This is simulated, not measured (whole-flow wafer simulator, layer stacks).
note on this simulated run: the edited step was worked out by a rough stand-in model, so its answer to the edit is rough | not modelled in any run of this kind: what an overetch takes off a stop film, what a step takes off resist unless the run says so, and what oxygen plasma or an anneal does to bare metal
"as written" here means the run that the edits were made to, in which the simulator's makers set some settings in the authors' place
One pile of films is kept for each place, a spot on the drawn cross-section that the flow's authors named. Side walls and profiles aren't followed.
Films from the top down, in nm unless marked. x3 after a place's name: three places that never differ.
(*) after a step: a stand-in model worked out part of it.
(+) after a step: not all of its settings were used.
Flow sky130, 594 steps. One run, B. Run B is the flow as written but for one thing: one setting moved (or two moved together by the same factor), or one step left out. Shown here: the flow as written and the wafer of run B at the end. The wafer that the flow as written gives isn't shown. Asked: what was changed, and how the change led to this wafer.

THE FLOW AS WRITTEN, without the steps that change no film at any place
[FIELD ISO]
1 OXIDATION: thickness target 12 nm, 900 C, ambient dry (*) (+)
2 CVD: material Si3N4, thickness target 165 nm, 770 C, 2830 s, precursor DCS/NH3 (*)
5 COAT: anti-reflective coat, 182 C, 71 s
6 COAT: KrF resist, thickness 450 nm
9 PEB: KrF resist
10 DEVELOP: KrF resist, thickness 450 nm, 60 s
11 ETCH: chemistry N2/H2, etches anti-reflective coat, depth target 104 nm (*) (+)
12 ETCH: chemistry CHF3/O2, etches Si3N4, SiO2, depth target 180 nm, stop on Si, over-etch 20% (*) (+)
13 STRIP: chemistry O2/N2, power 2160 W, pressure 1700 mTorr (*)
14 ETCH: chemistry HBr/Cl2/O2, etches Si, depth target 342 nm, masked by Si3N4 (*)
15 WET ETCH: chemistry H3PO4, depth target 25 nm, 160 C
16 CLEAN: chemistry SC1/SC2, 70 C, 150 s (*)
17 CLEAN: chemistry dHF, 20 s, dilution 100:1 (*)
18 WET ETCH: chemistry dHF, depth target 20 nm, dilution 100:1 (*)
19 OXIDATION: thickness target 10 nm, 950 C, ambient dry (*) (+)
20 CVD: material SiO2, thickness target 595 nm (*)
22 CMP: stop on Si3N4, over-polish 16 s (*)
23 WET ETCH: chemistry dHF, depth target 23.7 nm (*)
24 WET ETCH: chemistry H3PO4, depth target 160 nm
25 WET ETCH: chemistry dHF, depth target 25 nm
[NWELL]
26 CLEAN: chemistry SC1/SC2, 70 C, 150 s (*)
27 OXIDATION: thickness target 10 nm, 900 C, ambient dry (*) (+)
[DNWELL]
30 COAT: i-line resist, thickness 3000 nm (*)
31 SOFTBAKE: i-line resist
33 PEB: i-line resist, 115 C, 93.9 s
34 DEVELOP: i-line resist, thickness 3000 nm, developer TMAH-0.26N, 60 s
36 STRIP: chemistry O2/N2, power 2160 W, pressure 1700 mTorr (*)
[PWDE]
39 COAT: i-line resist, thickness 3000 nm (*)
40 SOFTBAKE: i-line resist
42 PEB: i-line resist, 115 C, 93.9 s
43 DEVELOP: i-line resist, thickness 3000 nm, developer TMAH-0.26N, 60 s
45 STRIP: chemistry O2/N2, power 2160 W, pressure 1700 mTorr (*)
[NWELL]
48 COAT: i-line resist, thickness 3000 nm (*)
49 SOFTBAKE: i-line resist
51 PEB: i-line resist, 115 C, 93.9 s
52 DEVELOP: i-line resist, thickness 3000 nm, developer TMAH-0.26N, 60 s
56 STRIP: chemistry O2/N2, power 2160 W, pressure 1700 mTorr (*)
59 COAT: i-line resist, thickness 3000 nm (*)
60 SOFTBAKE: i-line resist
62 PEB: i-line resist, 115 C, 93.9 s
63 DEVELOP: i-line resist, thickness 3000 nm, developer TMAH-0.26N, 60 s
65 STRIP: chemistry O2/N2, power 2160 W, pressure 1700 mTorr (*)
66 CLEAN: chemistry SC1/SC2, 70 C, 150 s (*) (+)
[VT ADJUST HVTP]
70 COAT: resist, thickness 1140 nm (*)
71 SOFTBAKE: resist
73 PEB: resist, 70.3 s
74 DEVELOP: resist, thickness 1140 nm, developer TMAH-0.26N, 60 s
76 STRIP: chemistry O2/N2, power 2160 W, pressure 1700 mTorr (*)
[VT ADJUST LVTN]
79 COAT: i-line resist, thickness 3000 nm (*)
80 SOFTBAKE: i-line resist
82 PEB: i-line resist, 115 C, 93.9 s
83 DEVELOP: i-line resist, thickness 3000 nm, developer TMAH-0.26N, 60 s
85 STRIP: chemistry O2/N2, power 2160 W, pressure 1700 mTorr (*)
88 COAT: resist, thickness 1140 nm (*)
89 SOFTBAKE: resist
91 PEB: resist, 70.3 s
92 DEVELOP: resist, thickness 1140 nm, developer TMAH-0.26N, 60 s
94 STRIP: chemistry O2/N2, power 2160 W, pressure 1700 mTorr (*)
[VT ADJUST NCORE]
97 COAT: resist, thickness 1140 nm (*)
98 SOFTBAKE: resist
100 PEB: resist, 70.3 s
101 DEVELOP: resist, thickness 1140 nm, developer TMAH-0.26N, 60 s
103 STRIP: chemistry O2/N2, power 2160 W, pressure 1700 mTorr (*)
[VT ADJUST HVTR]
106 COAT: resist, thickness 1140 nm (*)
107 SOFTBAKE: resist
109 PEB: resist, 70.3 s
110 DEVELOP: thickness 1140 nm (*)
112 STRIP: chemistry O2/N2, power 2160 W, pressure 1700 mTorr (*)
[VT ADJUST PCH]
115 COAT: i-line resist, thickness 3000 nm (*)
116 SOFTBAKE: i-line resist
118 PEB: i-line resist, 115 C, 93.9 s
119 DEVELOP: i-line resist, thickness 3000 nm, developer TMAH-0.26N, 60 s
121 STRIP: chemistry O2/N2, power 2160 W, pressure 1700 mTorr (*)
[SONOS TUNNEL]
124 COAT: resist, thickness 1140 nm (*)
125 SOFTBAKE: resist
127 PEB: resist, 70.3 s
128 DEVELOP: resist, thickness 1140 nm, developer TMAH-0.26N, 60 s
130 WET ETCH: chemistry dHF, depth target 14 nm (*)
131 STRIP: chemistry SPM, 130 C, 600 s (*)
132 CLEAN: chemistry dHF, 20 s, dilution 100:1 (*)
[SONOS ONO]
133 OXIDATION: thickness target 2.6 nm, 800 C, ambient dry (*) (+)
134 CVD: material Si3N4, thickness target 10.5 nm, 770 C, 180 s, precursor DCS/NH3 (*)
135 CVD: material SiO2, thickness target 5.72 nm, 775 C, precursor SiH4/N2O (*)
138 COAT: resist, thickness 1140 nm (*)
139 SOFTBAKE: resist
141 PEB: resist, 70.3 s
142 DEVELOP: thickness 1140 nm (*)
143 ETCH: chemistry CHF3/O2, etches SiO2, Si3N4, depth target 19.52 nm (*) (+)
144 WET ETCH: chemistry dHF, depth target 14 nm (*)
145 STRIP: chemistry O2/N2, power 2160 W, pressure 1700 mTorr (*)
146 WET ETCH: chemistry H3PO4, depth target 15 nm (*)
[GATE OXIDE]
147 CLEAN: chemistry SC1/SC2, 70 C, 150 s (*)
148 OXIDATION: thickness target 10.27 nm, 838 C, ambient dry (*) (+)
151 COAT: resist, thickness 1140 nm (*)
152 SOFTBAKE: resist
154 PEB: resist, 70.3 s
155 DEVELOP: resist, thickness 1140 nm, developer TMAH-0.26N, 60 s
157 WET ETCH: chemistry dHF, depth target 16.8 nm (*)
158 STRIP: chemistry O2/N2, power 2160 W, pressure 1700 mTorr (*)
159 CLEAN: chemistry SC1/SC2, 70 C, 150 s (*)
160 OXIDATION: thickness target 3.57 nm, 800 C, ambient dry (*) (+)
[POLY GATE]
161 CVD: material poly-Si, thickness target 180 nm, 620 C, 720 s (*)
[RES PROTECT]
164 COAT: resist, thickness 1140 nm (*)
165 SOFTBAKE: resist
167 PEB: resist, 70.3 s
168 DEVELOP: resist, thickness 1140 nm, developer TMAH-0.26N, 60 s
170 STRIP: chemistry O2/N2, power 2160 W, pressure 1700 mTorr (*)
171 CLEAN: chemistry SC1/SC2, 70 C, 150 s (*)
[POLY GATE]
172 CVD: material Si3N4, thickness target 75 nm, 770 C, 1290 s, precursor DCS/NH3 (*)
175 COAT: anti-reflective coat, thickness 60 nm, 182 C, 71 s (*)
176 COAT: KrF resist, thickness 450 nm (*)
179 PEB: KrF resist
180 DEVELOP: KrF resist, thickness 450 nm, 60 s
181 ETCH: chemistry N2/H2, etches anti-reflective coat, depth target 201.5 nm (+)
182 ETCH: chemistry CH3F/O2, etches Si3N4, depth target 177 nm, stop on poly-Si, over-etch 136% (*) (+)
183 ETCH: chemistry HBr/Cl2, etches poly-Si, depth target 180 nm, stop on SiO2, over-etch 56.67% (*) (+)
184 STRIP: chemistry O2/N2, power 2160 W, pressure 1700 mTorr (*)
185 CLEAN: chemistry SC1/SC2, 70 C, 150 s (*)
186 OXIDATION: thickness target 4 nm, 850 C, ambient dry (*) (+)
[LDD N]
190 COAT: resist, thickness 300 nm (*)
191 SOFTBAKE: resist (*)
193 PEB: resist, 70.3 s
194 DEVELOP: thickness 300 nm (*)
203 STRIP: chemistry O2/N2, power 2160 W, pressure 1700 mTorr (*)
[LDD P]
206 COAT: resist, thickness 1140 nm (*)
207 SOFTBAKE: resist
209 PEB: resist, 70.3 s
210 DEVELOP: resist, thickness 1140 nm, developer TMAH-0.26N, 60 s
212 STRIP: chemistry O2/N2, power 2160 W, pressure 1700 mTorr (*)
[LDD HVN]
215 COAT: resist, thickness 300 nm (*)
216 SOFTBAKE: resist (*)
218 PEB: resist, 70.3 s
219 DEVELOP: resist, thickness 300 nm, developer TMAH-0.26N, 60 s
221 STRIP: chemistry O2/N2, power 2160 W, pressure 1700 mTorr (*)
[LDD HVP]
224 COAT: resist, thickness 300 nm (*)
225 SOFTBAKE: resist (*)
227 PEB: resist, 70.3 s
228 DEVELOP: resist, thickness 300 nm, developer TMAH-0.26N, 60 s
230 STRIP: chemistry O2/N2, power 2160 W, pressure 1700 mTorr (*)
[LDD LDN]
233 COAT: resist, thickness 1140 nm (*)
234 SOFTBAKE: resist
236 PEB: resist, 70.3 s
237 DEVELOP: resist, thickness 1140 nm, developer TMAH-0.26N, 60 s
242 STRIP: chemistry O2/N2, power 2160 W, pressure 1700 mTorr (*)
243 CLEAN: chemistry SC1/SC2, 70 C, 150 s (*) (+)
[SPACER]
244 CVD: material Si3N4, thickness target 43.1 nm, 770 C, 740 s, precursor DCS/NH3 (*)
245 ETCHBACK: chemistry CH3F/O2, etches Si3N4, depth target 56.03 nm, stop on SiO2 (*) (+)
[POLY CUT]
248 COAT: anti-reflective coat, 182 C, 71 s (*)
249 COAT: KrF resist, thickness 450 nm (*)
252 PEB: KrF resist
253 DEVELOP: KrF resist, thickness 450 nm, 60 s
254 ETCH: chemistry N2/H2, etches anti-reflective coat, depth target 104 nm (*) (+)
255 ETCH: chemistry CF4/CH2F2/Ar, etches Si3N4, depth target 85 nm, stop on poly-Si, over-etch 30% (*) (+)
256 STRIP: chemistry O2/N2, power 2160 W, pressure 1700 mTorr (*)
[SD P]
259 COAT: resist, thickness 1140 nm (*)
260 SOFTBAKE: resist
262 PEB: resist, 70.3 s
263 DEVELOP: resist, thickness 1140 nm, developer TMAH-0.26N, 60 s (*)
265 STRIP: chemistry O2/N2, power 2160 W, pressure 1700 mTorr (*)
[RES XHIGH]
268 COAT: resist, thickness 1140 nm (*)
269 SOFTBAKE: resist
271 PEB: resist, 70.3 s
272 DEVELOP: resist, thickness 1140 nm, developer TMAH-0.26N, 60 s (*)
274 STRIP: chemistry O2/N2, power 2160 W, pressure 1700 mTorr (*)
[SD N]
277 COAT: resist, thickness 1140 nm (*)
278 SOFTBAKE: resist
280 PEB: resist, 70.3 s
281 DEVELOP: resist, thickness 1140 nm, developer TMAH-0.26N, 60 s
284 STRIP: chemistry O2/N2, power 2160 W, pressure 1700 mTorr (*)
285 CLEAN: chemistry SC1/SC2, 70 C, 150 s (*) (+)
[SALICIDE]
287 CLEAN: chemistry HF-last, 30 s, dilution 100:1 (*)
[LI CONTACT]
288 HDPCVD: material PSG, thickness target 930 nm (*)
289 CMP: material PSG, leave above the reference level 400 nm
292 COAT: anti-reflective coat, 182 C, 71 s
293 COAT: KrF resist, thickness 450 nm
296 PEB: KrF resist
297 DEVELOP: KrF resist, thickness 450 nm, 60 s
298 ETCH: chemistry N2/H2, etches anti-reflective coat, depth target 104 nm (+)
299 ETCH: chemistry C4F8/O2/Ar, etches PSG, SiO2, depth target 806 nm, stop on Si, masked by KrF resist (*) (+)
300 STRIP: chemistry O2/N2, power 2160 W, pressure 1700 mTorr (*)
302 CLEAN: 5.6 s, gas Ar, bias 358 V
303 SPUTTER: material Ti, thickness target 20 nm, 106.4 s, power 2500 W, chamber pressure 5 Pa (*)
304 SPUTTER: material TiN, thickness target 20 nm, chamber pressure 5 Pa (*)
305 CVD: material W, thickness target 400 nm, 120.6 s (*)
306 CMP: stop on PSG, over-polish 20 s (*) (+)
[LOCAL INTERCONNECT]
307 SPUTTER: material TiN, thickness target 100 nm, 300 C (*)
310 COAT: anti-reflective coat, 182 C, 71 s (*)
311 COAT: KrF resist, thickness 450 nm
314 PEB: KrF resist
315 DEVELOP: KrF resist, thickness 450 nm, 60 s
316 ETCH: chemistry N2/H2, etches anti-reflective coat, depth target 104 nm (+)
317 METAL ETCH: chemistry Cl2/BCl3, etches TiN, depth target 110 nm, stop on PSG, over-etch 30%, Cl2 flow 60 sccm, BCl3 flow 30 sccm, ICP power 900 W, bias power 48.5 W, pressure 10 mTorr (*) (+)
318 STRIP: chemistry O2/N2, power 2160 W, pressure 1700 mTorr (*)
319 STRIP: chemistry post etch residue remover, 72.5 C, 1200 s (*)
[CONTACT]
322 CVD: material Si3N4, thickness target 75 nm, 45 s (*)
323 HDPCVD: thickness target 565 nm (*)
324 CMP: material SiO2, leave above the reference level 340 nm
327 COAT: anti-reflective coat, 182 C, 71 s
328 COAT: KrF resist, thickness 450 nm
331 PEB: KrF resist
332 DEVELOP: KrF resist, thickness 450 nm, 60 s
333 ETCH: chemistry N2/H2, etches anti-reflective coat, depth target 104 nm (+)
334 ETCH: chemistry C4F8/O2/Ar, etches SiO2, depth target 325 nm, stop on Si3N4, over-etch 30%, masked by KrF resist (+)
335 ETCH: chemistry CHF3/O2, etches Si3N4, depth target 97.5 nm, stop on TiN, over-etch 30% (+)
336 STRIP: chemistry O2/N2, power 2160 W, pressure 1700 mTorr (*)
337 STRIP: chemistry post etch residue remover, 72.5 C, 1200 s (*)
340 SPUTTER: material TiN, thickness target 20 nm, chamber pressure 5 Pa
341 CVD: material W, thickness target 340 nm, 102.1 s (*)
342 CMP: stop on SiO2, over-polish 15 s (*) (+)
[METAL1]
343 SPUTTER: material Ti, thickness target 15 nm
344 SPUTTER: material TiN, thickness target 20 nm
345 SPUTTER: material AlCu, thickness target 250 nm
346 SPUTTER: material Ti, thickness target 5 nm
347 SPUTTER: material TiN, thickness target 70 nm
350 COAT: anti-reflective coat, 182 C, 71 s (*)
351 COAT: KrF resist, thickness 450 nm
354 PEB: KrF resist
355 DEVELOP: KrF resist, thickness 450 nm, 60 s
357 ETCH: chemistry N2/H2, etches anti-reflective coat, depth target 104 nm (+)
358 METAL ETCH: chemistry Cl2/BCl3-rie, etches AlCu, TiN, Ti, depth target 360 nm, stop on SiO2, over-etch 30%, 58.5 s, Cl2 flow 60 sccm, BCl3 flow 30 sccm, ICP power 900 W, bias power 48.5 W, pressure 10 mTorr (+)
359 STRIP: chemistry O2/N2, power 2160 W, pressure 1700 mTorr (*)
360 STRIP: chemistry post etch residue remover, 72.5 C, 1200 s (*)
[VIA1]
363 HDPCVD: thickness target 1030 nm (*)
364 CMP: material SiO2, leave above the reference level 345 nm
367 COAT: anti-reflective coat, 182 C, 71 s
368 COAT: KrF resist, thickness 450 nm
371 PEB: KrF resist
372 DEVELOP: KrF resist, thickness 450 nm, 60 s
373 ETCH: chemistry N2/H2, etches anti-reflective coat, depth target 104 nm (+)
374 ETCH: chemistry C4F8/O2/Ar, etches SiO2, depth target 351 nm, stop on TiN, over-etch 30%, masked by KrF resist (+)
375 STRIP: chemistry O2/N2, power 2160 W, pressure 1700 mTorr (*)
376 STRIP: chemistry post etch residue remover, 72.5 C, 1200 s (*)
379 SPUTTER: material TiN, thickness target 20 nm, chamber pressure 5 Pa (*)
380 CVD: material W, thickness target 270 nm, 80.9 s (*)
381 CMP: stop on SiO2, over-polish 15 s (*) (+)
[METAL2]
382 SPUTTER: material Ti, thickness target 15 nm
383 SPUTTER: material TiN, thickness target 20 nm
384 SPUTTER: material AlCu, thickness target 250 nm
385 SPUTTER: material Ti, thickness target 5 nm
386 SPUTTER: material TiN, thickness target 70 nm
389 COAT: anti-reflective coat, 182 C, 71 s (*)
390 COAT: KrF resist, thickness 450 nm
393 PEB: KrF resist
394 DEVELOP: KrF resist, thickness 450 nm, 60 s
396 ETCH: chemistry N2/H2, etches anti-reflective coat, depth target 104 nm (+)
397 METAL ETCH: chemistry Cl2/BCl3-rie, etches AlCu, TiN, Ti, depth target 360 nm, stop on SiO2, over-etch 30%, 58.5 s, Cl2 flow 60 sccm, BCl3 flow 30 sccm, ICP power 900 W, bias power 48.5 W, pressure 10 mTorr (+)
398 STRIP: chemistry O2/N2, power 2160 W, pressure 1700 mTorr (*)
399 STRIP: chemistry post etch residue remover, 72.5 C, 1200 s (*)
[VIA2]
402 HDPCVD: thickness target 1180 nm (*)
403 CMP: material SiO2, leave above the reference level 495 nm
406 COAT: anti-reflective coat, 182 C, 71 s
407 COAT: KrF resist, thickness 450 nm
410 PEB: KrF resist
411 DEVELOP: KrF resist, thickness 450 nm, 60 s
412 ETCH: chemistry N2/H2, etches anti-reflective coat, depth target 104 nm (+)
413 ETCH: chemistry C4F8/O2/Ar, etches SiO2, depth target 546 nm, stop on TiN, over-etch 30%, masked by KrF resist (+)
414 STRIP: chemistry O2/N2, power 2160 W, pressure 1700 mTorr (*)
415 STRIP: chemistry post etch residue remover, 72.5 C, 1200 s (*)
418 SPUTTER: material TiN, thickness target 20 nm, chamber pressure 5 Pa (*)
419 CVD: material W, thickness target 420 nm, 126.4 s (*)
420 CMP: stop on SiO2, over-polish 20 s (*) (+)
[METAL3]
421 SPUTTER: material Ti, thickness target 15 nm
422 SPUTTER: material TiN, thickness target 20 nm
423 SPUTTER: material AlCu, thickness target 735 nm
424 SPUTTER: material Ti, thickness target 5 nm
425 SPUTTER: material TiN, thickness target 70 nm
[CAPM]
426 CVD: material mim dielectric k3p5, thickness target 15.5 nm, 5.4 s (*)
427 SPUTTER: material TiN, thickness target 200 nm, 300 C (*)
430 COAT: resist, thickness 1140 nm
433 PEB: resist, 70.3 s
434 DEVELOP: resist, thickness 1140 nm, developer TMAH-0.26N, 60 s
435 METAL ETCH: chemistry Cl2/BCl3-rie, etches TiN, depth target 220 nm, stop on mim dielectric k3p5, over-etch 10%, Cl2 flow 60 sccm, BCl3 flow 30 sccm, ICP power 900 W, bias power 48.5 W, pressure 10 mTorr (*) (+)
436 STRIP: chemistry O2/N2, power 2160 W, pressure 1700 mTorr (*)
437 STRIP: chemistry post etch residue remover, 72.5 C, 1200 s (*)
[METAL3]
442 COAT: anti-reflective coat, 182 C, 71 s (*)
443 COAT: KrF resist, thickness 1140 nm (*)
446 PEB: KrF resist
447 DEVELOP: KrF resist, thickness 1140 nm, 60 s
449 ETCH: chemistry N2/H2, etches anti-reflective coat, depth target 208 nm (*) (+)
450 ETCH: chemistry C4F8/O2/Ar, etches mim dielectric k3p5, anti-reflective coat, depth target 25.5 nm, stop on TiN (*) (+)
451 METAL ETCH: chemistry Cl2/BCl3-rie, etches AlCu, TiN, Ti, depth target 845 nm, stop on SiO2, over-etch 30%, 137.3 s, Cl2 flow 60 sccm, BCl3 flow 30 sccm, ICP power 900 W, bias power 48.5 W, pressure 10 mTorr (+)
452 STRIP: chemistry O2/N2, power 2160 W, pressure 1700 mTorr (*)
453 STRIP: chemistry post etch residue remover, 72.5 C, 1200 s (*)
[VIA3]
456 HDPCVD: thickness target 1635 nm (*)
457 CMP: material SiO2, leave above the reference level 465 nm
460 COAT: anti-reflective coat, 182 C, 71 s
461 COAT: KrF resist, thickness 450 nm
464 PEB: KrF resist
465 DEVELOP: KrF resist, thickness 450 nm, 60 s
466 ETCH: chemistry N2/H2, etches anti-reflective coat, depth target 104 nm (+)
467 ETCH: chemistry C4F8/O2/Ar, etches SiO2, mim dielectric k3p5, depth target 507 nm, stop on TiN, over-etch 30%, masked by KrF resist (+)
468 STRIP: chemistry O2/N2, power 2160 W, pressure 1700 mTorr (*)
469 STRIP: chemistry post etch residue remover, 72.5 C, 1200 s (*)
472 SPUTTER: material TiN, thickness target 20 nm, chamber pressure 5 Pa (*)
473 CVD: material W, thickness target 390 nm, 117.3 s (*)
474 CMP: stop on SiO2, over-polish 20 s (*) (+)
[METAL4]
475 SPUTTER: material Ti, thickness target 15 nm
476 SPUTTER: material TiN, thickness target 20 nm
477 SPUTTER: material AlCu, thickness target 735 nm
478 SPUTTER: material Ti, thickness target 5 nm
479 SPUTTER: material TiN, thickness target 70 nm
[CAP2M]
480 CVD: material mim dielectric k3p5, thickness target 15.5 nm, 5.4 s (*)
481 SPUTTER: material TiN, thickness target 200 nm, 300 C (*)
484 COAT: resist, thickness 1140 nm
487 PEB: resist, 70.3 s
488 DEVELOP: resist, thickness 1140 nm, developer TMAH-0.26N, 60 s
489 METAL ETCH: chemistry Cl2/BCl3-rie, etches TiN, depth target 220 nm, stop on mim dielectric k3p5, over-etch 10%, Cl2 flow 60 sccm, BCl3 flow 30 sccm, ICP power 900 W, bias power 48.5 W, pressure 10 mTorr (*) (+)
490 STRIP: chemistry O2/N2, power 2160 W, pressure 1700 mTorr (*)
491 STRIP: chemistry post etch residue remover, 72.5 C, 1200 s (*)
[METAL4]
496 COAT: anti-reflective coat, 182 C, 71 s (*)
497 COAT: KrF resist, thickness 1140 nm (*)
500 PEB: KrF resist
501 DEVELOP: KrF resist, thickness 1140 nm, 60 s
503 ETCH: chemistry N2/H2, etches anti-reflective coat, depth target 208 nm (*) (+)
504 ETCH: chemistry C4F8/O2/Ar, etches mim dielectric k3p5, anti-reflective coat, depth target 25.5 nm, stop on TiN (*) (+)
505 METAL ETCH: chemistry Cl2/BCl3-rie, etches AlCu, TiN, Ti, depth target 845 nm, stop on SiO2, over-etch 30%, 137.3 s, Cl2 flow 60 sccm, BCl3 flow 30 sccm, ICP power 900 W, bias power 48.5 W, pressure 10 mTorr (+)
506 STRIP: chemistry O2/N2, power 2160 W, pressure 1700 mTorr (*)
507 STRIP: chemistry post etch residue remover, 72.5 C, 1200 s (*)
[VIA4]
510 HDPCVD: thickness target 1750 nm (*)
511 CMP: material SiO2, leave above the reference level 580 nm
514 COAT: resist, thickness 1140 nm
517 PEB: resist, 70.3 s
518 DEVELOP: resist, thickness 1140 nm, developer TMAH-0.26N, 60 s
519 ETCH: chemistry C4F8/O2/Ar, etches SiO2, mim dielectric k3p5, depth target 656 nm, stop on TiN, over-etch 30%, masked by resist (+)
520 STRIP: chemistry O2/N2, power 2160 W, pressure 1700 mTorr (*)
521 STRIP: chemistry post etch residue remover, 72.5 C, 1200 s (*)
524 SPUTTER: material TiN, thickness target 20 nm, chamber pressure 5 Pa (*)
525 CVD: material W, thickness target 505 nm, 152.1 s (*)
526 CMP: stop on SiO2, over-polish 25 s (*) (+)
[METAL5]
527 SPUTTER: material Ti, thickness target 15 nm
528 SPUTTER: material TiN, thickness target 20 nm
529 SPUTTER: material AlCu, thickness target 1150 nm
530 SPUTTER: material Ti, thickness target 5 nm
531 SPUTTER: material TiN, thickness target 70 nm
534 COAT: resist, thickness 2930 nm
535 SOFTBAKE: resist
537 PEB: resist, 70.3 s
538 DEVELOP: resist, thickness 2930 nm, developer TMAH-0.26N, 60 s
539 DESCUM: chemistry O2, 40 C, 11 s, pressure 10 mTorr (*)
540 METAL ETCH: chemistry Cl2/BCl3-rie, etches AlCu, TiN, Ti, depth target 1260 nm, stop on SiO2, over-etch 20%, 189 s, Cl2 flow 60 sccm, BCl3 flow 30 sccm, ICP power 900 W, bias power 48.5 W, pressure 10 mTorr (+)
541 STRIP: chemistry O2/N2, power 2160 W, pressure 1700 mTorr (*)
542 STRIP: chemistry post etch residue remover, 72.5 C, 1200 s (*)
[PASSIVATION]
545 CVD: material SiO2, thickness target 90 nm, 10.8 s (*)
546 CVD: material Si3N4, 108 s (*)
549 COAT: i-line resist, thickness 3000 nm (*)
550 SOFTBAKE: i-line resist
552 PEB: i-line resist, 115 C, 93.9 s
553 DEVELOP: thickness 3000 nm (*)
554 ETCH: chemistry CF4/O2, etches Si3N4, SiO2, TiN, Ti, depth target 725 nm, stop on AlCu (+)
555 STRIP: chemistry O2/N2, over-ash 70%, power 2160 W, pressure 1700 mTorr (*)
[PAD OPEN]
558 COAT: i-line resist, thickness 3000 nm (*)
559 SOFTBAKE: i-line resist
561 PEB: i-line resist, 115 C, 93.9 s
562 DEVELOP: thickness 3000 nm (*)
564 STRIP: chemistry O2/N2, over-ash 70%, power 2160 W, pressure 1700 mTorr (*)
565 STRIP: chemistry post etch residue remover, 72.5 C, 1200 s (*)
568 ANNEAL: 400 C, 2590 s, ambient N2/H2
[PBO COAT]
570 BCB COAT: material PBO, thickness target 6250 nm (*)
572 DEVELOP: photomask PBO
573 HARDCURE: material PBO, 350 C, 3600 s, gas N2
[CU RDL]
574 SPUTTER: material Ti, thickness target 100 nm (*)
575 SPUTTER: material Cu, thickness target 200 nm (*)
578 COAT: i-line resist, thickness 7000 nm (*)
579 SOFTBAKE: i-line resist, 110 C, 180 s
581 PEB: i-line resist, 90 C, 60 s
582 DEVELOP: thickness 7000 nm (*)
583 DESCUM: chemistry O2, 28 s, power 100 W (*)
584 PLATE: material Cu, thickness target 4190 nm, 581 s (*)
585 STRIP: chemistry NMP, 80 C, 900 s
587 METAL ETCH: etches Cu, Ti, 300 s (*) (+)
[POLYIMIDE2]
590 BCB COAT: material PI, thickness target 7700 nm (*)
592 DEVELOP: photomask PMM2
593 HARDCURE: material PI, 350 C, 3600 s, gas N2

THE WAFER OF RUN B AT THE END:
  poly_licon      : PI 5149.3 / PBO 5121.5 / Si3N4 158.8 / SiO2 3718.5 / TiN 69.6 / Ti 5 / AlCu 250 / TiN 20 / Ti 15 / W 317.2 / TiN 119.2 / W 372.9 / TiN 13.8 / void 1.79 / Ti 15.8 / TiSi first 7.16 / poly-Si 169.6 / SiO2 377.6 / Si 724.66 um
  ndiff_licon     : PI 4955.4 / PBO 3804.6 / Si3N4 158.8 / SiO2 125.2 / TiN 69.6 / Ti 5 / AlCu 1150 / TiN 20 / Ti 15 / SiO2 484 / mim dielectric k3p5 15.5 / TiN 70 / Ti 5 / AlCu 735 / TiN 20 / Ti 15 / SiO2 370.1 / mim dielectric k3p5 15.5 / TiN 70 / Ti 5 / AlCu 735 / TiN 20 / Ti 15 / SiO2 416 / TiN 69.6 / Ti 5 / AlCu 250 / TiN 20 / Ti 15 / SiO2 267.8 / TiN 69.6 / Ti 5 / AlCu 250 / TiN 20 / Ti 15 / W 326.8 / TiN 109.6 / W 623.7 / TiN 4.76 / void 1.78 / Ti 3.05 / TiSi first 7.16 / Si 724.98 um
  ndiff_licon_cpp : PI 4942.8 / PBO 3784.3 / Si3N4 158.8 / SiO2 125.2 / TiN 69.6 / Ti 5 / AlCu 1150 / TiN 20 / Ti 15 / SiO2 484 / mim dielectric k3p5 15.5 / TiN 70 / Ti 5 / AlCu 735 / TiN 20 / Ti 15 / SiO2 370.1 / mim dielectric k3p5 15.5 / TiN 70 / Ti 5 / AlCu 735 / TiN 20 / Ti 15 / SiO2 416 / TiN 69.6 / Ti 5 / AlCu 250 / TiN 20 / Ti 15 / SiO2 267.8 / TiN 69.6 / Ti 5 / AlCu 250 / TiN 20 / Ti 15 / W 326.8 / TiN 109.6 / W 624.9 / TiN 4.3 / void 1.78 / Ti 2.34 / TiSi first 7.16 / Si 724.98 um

The cause: step 304, SPUTTER: thickness target 13.8 nm was run, where the flow has thickness target 20 nm.
It can be read off the wafer: poly_licon has TiN 13.8, and step 304 as written asks for 20 nm.

How the change led to this, step by step:
  304 SPUTTER: material TiN, thickness target 20 nm, chamber pressure 5 Pa (*)
      field, active, n_well and 185 more: TiN +13.8 (new film) (as written it would be: TiN +20 (new film))
      ndiff_licon: TiN +4.76 (new film) (as written it would be: TiN +6.83 (new film))
      (and at 2 more places)
  306 CMP: stop on PSG, over-polish 20 s (*) (+)
      field, active, n_well and 184 more: W -400 (all of it), TiN -13.8 (all of it), Ti -20 (all of it), PSG -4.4 (as written it would be: W -400 (all of it), TiN -20 (all of it), Ti -20 (all of it), PSG -4.4)
      poly_licon: W -27.1 (as written it would be: W -33.3)
